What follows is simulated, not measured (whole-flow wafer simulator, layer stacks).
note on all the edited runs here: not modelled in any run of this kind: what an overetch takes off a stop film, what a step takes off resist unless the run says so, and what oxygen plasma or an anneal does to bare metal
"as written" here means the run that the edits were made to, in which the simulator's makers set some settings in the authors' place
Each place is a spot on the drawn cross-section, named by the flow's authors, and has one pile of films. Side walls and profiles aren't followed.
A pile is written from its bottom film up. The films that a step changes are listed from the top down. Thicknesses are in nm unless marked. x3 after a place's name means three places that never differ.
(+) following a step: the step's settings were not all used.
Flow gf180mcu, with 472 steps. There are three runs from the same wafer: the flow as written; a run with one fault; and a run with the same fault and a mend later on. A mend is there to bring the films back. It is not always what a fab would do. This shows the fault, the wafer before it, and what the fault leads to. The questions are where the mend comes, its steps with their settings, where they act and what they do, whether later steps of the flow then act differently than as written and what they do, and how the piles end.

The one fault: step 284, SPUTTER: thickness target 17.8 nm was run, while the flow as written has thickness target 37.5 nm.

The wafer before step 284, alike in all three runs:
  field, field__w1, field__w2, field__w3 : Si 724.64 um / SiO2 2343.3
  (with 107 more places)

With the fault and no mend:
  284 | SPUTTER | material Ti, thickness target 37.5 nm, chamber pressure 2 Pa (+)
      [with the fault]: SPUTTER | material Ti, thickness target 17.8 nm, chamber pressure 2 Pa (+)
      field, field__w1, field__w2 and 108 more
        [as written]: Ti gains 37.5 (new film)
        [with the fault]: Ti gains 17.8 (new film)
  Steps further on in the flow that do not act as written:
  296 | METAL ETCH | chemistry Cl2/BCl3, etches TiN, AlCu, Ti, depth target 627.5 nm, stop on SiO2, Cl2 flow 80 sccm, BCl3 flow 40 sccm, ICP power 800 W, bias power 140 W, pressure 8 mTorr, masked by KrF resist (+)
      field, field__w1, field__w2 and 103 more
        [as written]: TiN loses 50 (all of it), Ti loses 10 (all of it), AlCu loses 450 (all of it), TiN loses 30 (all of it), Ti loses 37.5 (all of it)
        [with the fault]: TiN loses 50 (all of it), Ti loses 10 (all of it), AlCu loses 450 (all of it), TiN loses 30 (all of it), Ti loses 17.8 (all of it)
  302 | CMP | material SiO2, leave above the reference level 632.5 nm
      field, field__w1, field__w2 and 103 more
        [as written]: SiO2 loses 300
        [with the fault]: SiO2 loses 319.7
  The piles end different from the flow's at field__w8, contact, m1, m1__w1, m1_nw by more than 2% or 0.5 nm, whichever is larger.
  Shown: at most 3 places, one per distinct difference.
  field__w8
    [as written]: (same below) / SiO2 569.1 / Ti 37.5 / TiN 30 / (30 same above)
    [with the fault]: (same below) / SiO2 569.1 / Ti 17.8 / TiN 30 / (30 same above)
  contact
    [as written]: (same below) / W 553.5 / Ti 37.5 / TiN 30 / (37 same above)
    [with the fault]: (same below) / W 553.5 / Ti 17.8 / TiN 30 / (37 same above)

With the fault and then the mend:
  After step 284 comes the mend.
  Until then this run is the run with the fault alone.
  284a | SPUTTER | material Ti, thickness target 19.7 nm, chamber pressure 2 Pa (+) (a further turn of the flow's step 284, with different settings)
      field, field__w1, field__w2 and 108 more
        Ti gains 19.7
  Every later step of the flow that is run acts as written at every place that is followed.
  At every place that both follow, the piles at the end match the flow's.
